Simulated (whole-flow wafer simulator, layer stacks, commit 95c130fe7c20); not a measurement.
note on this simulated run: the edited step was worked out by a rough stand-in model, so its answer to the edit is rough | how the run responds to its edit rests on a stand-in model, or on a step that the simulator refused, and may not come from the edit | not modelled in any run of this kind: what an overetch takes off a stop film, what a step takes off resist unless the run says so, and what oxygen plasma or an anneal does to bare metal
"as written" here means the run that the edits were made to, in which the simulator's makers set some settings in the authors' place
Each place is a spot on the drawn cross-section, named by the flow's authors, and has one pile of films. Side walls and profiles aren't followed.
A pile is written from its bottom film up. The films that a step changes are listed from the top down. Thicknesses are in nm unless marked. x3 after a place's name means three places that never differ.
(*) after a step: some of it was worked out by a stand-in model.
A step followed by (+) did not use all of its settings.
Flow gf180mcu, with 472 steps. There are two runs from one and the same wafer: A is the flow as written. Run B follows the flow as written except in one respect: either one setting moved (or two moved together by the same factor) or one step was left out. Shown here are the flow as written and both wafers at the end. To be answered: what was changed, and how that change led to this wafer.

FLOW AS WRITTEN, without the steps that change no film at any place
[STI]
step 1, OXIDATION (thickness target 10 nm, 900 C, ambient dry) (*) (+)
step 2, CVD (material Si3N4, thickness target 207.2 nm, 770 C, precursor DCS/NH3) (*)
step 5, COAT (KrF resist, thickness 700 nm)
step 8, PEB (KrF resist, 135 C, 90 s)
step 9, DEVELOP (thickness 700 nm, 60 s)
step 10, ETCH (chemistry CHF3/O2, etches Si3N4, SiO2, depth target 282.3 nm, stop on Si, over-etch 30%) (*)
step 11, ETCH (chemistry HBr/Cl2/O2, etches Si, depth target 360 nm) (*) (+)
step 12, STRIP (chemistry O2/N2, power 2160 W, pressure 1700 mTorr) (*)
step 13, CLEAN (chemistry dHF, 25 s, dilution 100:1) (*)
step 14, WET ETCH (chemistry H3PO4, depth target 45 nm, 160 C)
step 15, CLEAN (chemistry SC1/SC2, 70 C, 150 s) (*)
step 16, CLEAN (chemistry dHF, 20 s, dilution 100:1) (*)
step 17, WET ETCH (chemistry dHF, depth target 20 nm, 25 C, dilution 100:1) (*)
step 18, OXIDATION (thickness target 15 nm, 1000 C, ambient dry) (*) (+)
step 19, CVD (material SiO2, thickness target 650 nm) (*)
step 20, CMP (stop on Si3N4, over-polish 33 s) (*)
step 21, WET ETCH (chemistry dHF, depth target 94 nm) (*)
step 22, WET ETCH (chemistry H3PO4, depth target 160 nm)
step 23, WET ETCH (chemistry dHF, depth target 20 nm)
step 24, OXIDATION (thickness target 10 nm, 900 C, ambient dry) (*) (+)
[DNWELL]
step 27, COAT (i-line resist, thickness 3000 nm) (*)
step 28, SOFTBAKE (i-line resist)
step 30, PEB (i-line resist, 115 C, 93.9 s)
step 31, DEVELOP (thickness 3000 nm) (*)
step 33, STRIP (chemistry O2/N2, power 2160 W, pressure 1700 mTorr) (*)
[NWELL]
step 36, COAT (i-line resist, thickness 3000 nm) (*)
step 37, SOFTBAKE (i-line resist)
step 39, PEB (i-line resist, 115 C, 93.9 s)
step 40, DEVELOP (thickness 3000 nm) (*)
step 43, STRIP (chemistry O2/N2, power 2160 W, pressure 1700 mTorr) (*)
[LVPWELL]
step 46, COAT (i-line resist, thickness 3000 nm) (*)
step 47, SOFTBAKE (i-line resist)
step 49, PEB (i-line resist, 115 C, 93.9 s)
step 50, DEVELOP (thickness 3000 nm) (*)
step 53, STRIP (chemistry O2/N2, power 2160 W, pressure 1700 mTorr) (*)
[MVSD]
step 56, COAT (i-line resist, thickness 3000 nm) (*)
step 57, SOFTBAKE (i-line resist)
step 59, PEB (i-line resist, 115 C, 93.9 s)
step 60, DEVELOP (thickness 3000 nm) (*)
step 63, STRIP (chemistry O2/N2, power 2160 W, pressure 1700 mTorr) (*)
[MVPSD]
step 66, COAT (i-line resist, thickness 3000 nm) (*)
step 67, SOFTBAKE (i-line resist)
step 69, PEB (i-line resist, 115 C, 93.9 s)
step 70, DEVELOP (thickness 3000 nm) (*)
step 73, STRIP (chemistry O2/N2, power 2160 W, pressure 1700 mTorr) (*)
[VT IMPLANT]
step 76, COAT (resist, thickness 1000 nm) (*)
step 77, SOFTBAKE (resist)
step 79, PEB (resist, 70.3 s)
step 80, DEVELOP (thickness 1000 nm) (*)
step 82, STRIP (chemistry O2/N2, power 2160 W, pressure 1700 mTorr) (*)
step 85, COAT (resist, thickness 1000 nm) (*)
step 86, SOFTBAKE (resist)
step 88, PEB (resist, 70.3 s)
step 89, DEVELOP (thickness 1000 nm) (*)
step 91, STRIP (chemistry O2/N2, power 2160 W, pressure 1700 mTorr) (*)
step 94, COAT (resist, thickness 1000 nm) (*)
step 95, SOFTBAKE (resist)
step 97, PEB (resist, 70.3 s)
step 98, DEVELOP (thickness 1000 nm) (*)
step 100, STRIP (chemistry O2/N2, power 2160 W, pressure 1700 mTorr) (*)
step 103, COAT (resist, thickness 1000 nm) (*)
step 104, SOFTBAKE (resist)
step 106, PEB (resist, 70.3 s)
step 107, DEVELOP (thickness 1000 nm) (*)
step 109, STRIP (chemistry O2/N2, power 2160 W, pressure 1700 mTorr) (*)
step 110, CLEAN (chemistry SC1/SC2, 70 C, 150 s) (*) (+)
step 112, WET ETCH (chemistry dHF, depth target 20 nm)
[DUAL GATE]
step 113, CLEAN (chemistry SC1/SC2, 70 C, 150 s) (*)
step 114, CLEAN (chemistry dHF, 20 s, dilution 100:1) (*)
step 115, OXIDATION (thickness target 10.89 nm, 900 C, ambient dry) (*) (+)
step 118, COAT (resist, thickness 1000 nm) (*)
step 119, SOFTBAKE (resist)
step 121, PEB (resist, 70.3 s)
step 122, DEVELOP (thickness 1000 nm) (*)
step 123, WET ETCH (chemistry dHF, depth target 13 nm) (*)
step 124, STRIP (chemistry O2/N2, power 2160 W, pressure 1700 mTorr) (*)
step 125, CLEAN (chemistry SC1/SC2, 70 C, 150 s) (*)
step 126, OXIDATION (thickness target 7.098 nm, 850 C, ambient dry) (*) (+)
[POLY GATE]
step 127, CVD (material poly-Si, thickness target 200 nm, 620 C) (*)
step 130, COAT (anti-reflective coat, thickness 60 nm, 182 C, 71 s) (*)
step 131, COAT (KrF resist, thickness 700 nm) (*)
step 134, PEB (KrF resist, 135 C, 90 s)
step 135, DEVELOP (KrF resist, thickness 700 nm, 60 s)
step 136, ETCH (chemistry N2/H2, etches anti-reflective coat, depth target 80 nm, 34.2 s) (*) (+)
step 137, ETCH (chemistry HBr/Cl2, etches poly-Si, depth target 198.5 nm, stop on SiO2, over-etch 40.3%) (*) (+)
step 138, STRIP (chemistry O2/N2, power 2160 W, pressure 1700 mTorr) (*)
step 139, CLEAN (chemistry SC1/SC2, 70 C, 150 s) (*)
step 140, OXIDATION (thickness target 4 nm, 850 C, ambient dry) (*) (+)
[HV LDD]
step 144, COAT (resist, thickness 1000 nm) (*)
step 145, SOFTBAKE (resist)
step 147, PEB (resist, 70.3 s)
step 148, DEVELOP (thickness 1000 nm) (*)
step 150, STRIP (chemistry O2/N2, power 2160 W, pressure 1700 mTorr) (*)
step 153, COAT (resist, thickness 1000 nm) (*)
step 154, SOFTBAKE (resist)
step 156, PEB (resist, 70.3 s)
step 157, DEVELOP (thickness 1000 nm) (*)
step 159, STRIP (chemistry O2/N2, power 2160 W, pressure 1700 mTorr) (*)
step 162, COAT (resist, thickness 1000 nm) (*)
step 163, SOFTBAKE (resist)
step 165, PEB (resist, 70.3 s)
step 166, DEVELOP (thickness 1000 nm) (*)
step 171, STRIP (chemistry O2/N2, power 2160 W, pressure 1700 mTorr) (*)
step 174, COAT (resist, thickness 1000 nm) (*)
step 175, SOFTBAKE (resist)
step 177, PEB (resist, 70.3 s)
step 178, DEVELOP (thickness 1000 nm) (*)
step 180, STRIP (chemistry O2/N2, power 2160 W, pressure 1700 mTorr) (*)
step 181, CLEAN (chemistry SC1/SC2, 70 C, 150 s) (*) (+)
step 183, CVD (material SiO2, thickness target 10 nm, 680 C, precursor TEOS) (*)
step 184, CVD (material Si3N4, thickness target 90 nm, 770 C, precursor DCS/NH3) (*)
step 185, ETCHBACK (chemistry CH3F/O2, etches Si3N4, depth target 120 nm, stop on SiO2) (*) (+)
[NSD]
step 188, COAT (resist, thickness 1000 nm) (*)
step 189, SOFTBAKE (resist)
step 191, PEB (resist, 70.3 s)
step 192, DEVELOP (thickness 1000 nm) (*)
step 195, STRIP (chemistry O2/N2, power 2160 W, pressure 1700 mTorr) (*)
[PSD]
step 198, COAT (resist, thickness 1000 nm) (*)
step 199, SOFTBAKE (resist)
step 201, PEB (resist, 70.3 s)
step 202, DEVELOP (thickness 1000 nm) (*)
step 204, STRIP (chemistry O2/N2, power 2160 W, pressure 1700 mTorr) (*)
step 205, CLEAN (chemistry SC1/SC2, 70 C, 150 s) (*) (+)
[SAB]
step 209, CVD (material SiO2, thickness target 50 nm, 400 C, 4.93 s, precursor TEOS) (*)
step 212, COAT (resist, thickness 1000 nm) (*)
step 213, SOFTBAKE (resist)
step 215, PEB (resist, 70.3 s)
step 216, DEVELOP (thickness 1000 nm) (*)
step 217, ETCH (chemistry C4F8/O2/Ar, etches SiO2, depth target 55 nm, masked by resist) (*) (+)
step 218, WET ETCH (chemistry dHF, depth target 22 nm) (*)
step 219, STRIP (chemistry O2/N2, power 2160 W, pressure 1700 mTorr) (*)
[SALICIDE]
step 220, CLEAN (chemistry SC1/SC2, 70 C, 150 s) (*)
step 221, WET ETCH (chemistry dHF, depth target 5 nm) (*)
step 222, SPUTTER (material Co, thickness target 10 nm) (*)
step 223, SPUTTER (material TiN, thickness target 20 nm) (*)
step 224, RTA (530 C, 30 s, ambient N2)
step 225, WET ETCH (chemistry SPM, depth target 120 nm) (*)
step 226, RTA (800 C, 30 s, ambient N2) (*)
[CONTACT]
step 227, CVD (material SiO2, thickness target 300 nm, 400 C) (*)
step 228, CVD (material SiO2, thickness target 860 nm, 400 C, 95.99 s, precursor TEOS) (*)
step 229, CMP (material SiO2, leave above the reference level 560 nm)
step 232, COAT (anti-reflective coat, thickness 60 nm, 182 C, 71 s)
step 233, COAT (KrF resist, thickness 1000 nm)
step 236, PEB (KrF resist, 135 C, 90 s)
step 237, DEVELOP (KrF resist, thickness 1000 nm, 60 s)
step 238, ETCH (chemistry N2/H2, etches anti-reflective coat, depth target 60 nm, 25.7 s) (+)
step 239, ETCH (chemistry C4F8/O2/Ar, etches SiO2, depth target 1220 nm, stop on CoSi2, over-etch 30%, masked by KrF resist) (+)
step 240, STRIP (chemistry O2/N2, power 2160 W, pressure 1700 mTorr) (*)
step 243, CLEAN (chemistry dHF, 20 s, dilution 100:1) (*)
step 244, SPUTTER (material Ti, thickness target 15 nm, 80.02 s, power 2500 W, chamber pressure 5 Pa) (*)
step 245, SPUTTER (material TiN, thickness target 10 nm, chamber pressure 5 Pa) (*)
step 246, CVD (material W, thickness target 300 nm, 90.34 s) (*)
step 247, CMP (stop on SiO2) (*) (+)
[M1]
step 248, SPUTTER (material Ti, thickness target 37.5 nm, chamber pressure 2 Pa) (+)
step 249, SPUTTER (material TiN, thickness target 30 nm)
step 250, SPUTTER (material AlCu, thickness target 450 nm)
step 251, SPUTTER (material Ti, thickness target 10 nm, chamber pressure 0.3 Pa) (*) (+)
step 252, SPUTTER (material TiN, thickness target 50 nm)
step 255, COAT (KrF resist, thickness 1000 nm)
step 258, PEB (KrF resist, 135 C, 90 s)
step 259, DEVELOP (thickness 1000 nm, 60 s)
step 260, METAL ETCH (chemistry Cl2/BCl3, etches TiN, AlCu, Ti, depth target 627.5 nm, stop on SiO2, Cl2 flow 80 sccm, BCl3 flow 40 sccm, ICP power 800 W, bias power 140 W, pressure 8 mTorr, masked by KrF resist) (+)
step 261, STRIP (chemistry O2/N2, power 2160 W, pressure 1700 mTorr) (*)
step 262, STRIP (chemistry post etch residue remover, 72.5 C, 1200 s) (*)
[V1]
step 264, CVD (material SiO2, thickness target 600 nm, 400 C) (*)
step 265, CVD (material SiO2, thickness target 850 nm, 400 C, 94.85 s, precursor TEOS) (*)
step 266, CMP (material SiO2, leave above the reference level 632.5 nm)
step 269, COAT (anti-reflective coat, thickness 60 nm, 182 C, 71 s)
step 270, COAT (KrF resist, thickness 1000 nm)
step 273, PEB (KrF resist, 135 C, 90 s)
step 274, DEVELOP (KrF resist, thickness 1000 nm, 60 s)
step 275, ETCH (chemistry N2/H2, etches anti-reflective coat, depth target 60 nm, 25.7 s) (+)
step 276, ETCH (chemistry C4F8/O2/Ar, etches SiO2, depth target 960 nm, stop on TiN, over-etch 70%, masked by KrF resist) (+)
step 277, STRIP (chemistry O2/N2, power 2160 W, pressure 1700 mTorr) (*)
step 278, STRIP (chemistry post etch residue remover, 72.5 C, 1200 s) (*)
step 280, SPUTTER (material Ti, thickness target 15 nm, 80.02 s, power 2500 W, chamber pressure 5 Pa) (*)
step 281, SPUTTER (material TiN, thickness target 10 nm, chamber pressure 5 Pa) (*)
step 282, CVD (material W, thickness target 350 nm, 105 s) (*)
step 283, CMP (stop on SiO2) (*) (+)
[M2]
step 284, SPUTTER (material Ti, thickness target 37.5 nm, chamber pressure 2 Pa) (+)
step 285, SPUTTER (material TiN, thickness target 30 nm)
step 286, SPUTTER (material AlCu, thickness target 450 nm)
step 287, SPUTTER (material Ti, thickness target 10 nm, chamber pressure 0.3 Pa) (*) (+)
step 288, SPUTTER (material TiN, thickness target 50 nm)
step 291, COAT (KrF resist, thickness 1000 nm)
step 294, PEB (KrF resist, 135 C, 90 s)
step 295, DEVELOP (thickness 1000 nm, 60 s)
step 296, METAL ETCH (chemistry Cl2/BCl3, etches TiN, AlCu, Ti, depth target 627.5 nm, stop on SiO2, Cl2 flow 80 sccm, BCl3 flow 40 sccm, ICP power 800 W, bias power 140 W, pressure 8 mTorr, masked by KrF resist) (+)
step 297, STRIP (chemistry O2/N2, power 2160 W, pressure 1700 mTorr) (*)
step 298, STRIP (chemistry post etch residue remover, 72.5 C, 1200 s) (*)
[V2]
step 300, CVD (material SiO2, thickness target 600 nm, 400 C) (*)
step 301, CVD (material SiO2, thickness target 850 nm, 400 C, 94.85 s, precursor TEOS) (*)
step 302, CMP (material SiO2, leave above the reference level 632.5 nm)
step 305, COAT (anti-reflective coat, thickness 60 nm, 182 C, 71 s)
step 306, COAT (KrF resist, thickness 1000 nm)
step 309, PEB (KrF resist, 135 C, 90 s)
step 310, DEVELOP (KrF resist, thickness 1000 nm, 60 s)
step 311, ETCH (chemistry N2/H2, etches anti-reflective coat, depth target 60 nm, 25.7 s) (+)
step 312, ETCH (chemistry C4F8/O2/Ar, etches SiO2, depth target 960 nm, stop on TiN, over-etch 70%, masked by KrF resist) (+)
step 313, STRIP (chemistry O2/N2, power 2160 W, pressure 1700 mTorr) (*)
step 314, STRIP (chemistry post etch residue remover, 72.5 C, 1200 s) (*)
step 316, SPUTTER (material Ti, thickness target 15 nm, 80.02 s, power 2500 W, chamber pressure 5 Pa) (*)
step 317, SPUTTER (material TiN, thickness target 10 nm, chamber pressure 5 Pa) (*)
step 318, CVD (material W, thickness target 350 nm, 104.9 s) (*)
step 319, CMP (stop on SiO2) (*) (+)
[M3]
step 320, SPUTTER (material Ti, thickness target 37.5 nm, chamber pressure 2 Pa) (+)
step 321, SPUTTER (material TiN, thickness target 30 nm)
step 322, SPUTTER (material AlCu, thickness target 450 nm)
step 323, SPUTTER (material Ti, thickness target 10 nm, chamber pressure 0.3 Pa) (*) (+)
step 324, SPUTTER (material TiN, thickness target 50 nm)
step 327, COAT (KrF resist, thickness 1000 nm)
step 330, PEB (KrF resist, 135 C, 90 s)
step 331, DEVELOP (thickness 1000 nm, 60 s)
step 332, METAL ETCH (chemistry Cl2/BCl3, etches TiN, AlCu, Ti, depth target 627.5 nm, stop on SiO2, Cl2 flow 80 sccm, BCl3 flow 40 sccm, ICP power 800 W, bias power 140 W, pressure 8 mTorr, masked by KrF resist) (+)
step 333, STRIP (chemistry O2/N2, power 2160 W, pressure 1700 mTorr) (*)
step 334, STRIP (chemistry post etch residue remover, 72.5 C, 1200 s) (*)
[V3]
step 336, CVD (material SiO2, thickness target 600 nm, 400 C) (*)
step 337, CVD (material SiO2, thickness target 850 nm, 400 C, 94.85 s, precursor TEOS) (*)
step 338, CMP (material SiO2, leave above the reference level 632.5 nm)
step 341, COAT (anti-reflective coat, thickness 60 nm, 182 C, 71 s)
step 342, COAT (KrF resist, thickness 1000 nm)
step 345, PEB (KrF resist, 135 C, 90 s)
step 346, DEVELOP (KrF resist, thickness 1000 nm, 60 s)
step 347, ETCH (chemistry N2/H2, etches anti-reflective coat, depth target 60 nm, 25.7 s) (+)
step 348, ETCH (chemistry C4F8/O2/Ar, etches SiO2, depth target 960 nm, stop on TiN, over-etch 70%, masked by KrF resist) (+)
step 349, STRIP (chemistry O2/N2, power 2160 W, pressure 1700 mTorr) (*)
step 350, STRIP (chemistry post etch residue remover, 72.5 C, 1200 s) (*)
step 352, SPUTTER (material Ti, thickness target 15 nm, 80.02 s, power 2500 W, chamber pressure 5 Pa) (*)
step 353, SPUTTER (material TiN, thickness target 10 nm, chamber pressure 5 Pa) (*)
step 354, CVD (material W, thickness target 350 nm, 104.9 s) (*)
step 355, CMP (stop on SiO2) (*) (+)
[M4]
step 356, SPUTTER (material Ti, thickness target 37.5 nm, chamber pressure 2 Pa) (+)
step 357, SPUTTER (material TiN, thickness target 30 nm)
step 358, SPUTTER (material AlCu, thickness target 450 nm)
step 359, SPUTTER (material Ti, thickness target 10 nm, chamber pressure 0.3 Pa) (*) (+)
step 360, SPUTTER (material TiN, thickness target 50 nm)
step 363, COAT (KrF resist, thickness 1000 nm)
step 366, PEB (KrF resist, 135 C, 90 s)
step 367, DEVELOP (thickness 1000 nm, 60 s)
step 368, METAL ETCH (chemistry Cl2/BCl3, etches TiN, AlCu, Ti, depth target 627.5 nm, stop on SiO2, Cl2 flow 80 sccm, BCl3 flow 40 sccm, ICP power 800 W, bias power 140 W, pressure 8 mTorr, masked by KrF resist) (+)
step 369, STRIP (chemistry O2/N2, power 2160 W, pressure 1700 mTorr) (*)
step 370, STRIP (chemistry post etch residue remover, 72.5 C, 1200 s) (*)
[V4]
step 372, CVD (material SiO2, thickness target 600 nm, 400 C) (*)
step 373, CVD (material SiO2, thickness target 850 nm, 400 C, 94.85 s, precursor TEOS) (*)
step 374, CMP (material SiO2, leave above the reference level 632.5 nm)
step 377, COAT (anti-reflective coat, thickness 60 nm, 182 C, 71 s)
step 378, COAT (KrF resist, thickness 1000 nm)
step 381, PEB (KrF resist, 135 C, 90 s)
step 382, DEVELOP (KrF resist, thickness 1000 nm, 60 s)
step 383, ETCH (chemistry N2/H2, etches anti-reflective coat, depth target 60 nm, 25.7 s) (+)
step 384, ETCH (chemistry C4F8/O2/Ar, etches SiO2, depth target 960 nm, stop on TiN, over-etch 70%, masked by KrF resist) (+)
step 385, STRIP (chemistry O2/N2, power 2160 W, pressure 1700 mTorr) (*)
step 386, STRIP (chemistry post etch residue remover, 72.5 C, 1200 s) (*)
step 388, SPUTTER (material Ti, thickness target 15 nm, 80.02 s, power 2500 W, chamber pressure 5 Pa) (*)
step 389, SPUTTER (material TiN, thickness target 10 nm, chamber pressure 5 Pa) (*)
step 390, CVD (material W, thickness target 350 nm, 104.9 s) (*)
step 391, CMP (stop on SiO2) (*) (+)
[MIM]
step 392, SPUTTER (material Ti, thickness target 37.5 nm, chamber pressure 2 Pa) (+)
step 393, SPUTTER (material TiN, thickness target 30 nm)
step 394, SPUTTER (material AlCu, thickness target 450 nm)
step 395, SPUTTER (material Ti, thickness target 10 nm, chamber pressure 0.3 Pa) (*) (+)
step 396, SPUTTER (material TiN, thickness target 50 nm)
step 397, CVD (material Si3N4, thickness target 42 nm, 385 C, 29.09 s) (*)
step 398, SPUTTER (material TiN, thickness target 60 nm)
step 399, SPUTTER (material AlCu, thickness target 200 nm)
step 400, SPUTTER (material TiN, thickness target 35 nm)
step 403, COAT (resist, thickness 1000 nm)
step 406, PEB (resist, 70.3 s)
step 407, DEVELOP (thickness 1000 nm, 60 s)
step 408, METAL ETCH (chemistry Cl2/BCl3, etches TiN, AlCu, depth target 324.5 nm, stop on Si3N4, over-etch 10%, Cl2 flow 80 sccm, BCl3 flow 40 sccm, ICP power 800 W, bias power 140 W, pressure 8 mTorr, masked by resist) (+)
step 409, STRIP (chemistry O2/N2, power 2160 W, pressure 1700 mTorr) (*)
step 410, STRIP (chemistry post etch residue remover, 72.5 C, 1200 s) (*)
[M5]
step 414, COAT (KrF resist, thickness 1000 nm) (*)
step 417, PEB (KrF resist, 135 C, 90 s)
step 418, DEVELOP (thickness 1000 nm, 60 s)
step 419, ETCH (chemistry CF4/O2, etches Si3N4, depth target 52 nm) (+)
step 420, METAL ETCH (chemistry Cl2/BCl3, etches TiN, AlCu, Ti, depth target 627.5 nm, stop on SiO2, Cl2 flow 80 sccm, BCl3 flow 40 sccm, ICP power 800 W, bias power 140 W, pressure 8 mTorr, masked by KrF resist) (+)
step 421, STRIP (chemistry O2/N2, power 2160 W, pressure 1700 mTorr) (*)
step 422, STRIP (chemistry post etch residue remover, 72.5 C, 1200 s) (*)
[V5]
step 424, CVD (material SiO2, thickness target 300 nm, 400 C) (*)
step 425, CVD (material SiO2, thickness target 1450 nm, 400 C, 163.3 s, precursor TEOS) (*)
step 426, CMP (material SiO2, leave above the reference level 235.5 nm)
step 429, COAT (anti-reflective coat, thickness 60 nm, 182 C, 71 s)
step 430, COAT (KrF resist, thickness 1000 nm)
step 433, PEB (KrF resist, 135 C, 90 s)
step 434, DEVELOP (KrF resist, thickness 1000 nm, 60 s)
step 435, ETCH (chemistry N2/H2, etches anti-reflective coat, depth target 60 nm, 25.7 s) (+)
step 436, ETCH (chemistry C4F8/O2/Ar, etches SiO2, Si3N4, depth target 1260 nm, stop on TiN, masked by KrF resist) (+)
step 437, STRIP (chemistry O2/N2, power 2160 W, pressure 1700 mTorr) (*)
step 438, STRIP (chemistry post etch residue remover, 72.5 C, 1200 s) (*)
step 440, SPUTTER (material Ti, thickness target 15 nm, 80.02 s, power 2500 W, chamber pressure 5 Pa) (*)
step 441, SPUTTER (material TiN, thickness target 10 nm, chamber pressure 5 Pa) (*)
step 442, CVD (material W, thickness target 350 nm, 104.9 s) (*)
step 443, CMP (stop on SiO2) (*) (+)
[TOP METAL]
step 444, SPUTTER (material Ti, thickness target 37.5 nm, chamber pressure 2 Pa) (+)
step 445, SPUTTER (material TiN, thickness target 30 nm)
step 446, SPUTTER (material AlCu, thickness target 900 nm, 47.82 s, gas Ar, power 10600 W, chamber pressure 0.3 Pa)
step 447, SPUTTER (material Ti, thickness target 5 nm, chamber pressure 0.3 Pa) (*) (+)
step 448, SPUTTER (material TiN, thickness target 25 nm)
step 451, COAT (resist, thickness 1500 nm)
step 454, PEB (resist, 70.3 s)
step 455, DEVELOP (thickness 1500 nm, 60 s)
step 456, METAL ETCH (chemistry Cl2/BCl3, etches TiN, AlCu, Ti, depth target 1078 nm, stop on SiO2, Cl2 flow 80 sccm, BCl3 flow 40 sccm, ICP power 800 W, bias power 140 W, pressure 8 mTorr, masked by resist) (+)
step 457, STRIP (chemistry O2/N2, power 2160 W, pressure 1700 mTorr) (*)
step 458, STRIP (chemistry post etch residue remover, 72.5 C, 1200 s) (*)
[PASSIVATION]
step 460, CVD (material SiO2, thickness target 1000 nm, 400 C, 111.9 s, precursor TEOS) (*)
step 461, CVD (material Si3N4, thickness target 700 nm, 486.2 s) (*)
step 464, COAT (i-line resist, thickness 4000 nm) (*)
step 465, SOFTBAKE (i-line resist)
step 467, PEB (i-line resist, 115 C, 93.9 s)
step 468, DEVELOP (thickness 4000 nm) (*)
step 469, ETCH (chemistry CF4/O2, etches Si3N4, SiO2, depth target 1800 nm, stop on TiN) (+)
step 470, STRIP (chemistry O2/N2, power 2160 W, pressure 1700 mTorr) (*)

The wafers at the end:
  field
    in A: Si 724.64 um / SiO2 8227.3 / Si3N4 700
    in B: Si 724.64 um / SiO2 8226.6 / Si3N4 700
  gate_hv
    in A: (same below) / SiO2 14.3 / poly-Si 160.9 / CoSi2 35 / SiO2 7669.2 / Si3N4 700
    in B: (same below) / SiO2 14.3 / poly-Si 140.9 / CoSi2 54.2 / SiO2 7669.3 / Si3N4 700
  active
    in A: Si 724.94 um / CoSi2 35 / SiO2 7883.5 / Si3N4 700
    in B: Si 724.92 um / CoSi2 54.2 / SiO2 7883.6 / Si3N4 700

Cause: step 222, SPUTTER: thickness target 15.5 nm was run, though the flow has thickness target 10 nm.

The path from the change to this, step by step:
  step 222, SPUTTER (material Co, thickness target 10 nm) (*)
      field, field__w7, field__w8 and 72 more: A +10 Co (new film) | B +15.5 Co (new film)
      field__w6, field_sub, field_sub__w2: A +9.95 Co (new film) | B +15.4 Co (new film)
      (also at 33 further places)
  step 223, SPUTTER (material TiN, thickness target 20 nm) (*)
      field__w12: A +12 TiN (new film) | B +12.6 TiN (new film)
  step 224, RTA (530 C, 30 s, ambient N2)
      gate, gate_hv, gate_p and 22 more: A under 1 film: +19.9 CoSi (new film), -10 Co (all of it), -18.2 poly-Si | B under 1 film: +30.8 CoSi (new film), -15.5 Co (all of it), -28.2 poly-Si
      active, p_well, sd_n and 11 more: A under 1 film: +19.9 CoSi (new film), -10 Co (all of it), -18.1 Si | B under 1 film: +30.8 CoSi (new film), -15.5 Co (all of it), -28.1 Si
      (also at 10 further places)
  step 225, WET ETCH (chemistry SPM, depth target 120 nm) (*)
      field, field__w7, field__w8 and 32 more: A -20 TiN (all of it), -10 Co (all of it) | B -20 TiN (all of it), -15.5 Co (all of it)
      field__w9, nw_enc_fld_lv__w3: A -19.1 TiN (all of it), -9.6 Co (all of it) | B -19.1 TiN (all of it), -14.9 Co (all of it)
      (also at 25 further places)
  step 226, RTA (800 C, 30 s, ambient N2) (*)
      gate, gate_hv, gate_p and 22 more: A +35 CoSi2 (new film), -19.9 CoSi (all of it), -18.2 poly-Si | B +54.2 CoSi2 (new film), -30.8 CoSi (all of it), -28.2 poly-Si
      active, p_well, sd_n and 11 more: A +35 CoSi2 (new film), -19.9 CoSi (all of it), -18.1 Si | B +54.2 CoSi2 (new film), -30.8 CoSi (all of it), -28.1 Si
      (also at 10 further places)
